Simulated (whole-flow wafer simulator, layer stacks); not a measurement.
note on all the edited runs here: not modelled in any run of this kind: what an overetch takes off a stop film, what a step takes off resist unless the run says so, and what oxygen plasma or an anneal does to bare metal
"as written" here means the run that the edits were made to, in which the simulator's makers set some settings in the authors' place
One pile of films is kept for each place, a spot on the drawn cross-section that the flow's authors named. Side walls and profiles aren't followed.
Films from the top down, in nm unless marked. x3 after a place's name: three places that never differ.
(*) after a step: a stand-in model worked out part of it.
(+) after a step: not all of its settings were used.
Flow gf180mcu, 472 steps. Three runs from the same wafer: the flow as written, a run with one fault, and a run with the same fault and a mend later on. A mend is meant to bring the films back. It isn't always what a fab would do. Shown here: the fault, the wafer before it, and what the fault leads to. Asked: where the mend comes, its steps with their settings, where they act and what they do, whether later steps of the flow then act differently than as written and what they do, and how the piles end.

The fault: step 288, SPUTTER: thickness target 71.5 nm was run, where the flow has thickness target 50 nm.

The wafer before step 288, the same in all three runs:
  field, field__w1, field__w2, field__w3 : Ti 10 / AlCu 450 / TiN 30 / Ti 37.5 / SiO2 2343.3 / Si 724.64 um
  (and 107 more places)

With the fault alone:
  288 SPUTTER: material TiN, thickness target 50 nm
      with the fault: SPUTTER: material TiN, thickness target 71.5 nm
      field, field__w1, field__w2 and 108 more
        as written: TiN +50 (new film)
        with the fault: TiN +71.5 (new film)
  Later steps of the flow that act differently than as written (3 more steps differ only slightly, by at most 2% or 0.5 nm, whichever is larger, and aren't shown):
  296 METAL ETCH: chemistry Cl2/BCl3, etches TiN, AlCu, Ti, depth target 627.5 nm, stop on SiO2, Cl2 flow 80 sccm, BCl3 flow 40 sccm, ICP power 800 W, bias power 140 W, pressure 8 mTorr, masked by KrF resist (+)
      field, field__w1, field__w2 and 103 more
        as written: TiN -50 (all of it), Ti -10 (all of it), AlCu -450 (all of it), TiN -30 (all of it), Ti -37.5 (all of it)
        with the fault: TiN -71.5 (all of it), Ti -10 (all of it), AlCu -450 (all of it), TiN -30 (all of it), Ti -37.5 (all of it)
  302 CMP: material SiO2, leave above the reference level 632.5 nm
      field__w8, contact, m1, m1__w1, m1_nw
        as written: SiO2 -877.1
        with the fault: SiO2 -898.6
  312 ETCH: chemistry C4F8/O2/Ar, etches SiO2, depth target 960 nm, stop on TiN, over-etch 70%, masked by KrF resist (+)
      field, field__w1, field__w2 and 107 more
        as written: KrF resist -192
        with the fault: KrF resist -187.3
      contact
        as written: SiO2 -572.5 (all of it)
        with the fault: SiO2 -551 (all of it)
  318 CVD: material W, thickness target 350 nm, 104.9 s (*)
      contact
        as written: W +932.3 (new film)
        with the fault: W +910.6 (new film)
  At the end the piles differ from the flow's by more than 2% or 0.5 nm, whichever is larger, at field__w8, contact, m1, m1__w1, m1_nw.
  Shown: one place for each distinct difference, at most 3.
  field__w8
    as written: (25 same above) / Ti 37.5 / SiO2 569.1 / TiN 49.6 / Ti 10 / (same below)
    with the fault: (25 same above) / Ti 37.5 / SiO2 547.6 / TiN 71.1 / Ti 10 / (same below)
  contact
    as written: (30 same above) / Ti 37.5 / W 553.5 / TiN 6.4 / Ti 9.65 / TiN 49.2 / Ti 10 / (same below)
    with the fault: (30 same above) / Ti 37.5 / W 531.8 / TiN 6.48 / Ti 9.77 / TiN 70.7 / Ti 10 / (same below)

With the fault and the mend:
  The mend comes after step 288.
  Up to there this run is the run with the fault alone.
  288a METAL ETCH: chemistry Cl2/BCl3, etches TiN, AlCu, Ti, depth target 21.5 nm, Cl2 flow 80 sccm, BCl3 flow 40 sccm, ICP power 800 W, bias power 140 W, pressure 8 mTorr (the flow's step 260 once more, with other settings)
      field, field__w1, field__w2 and 108 more
        TiN -21.5
  No later step of the flow acts differently than as written at any place that is followed.
  At the end the piles are the same as the flow's at every place that both follow.
